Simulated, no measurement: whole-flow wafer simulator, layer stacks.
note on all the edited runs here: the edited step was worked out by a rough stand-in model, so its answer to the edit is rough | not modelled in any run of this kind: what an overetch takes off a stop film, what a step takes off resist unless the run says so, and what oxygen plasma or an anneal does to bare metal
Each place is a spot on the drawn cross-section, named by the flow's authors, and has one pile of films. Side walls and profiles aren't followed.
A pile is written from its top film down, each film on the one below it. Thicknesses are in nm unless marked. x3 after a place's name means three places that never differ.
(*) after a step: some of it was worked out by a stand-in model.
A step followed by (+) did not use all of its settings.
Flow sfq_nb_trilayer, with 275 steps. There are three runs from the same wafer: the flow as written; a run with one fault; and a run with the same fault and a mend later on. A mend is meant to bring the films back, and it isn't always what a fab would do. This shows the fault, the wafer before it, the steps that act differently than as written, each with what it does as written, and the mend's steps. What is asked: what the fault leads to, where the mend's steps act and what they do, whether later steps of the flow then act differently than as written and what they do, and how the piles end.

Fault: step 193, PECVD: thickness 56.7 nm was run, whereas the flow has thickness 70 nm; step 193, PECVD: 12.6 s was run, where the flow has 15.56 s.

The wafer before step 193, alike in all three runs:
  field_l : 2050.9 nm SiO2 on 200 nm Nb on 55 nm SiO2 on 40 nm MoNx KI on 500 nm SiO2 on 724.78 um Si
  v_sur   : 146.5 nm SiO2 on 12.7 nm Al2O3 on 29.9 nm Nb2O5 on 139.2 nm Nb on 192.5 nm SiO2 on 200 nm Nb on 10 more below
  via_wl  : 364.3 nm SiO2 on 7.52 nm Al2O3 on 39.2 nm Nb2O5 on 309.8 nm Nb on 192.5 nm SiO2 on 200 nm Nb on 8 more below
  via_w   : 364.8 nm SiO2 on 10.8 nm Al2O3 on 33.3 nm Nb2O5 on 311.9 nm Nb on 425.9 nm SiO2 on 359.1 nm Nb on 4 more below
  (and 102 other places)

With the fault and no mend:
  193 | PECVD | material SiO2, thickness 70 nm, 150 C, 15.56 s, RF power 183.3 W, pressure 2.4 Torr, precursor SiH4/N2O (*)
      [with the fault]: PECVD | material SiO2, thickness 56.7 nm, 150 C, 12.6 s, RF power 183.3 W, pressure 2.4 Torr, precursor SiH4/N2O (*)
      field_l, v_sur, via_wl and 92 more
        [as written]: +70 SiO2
        [with the fault]: +56.7 SiO2
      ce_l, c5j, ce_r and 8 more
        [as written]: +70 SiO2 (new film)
        [with the fault]: +56.7 SiO2 (new film)
  Later steps of the flow acting differently than as written (not shown: 13 more steps that differ only slightly, by at most 2% or 0.5 nm, whichever is larger):
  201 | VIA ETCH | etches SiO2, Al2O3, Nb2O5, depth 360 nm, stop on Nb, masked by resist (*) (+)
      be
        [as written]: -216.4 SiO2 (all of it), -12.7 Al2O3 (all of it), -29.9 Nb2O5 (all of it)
        [with the fault]: -203.1 SiO2 (all of it), -12.7 Al2O3 (all of it), -29.9 Nb2O5 (all of it)
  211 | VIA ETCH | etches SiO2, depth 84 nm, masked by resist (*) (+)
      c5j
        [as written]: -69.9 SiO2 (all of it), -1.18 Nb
        [with the fault]: -56.6 SiO2 (all of it), -2.28 Nb
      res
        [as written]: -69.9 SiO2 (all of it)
        [with the fault]: -56.6 SiO2 (all of it)
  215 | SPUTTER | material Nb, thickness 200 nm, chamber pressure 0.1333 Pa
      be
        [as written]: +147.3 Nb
        [with the fault]: +150.4 Nb
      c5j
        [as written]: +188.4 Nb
        [with the fault]: +192.4 Nb
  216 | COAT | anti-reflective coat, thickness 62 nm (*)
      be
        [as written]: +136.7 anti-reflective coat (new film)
        [with the fault]: +133.8 anti-reflective coat (new film)
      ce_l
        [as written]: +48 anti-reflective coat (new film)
        [with the fault]: +51.3 anti-reflective coat (new film)
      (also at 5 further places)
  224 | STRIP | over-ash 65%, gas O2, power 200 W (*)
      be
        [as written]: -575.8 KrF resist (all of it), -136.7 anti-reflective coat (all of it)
        [with the fault]: -564.8 KrF resist (all of it), -133.8 anti-reflective coat (all of it)
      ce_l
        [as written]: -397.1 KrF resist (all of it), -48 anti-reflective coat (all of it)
        [with the fault]: -395.4 KrF resist (all of it), -51.3 anti-reflective coat (all of it)
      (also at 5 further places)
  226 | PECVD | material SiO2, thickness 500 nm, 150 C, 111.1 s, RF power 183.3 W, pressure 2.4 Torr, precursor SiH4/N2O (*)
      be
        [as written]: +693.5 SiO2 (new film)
        [with the fault]: +677.2 SiO2 (new film)
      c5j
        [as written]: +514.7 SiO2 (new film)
        [with the fault]: +500 SiO2 (new film)
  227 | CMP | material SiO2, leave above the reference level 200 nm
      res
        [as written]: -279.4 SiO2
        [with the fault]: -295.3 SiO2
  The piles end different from the flow's at v_sur, via_wl, via_w and 29 more by more than 2% or 0.5 nm, whichever is larger.
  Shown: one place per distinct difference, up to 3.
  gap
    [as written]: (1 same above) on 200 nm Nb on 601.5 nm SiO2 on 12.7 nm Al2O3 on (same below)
    [with the fault]: (1 same above) on 200 nm Nb on 588.2 nm SiO2 on 12.7 nm Al2O3 on (same below)
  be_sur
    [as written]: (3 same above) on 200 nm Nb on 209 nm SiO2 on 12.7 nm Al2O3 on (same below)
    [with the fault]: (3 same above) on 200 nm Nb on 195.7 nm SiO2 on 12.7 nm Al2O3 on (same below)
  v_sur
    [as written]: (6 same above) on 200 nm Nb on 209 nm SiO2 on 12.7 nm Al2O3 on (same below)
    [with the fault]: (6 same above) on 200 nm Nb on 195.7 nm SiO2 on 12.7 nm Al2O3 on (same below)

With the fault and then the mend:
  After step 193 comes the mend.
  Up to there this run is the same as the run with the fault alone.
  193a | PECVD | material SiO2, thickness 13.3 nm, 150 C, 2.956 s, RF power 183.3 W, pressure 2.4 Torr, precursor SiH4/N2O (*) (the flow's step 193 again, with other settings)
      field_l, v_sur, via_wl and 103 more
        +13.3 SiO2
  Later steps of the flow that are run all act as written at every place that is followed, up to a difference of at most 2% or 0.5 nm, whichever is larger.
  By the end, the piles equal the flow's at every place that both follow.
